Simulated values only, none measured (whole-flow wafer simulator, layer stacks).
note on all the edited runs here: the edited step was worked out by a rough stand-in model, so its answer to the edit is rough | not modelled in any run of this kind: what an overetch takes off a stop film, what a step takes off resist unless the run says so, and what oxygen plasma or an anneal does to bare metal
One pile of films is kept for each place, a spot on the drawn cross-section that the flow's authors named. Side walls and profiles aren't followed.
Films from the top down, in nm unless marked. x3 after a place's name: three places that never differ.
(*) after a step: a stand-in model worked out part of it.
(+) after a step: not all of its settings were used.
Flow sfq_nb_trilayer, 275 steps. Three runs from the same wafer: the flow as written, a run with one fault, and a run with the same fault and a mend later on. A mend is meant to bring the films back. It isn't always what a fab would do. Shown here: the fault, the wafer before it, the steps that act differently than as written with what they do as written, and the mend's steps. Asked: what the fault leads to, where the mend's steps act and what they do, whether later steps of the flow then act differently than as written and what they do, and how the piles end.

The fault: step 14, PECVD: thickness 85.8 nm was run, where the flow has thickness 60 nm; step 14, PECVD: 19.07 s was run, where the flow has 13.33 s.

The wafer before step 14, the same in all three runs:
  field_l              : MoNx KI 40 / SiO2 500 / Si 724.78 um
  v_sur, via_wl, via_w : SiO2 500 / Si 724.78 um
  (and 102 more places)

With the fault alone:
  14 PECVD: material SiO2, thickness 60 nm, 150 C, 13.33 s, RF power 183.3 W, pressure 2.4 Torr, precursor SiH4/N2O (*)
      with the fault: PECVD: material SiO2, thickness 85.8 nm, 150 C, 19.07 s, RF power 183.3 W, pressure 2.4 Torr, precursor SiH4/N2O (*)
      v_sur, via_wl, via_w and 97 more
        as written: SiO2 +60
        with the fault: SiO2 +85.8
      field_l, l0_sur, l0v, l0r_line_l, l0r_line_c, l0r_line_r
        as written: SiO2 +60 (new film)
        with the fault: SiO2 +85.8 (new film)
  Later steps of the flow that act differently than as written (8 more steps differ only slightly, by at most 2% or 0.5 nm, whichever is larger, and aren't shown):
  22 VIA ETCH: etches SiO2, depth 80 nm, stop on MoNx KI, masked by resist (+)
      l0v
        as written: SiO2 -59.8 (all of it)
        with the fault: SiO2 -80
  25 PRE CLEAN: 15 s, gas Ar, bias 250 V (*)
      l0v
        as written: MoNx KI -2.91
        with the fault: SiO2 -5
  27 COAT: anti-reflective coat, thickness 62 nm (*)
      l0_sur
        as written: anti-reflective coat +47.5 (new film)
        with the fault: anti-reflective coat +45.9 (new film)
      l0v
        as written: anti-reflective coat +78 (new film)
        with the fault: anti-reflective coat +83.5 (new film)
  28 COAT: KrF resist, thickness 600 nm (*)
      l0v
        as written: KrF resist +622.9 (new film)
        with the fault: KrF resist +637.9 (new film)
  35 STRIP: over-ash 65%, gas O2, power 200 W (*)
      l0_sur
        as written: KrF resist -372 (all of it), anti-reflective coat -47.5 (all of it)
        with the fault: KrF resist -369.5 (all of it), anti-reflective coat -45.9 (all of it)
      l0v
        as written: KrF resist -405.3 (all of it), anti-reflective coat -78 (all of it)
        with the fault: KrF resist -420.2 (all of it), anti-reflective coat -83.5 (all of it)
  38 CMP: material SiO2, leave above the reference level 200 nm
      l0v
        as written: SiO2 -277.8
        with the fault: SiO2 -251.6
  At the end the piles differ from the flow's by more than 2% or 0.5 nm, whichever is larger, at field_l, v_sur, via_wl and 100 more.
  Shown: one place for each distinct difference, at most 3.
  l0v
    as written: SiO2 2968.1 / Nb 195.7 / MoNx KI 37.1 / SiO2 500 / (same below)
    with the fault: SiO2 2994.3 / Nb 191.8 / SiO2 0.65 / MoNx KI 40 / SiO2 500 / (same below)
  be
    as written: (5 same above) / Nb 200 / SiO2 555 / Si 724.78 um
    with the fault: (5 same above) / Nb 200 / SiO2 580.8 / Si 724.78 um
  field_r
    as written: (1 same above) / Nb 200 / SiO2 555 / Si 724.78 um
    with the fault: (1 same above) / Nb 200 / SiO2 580.8 / Si 724.78 um

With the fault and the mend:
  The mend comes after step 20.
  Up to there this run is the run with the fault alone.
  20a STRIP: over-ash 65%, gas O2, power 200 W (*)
      p4_fl x3, p4_w1 x9, p4_g1 x2 and 59 more
        KrF resist -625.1 (all of it), anti-reflective coat -62 (all of it)
      ce_l, c5j, ce_r, sp_r, be_r, r_sur
        KrF resist -632 (all of it), anti-reflective coat -63.7 (all of it)
      gap, jj_sur, res
        KrF resist -632.1 (all of it), anti-reflective coat -63.7 (all of it)
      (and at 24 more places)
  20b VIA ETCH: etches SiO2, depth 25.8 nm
      field_l, v_sur, via_wl and 103 more
        SiO2 -25.8
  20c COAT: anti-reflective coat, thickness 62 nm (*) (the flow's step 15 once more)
      p4_fl x3, p4_w1 x9, p4_g1 x2 and 59 more
        anti-reflective coat +62 (new film)
      be_sur, gap, jj_sur and 8 more
        anti-reflective coat +63.7 (new film)
      wire, be, moat, field_r
        anti-reflective coat +63.8 (new film)
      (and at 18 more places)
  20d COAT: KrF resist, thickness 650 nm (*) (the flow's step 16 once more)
      p4_fl x3, p4_w1 x9, p4_g1 x2 and 59 more
        KrF resist +650 (new film)
      ce_l, c5j, ce_r, sp_r, be_r
        KrF resist +656.9 (new film)
      gap, jj_sur, r_sur, res
        KrF resist +657 (new film)
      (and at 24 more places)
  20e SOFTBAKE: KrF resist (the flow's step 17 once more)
      changes no film at any place that is followed
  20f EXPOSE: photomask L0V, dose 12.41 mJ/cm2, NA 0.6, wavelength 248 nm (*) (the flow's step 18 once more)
      changes no film at any place that is followed
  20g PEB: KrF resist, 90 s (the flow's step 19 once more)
      p4_fl x3, p4_w1 x9, p4_g1 x2 and 59 more
        KrF resist -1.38
      via_v, wire, be and 15 more
        KrF resist -1.39
      v_sur, via_w, via_wr, via_sp, lsp_m, ln_m6, lsp_r
        KrF resist -1.4
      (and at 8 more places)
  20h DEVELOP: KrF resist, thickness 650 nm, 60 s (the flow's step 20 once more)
      field_l, v_sur, via_wl and 102 more
        KrF resist -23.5
      l0v
        KrF resist -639 (all of it)
  No later step of the flow acts differently than as written, at any place that is followed, by more than 2% or 0.5 nm, whichever is larger.
  At the end the piles are the same as the flow's at every place that both follow.
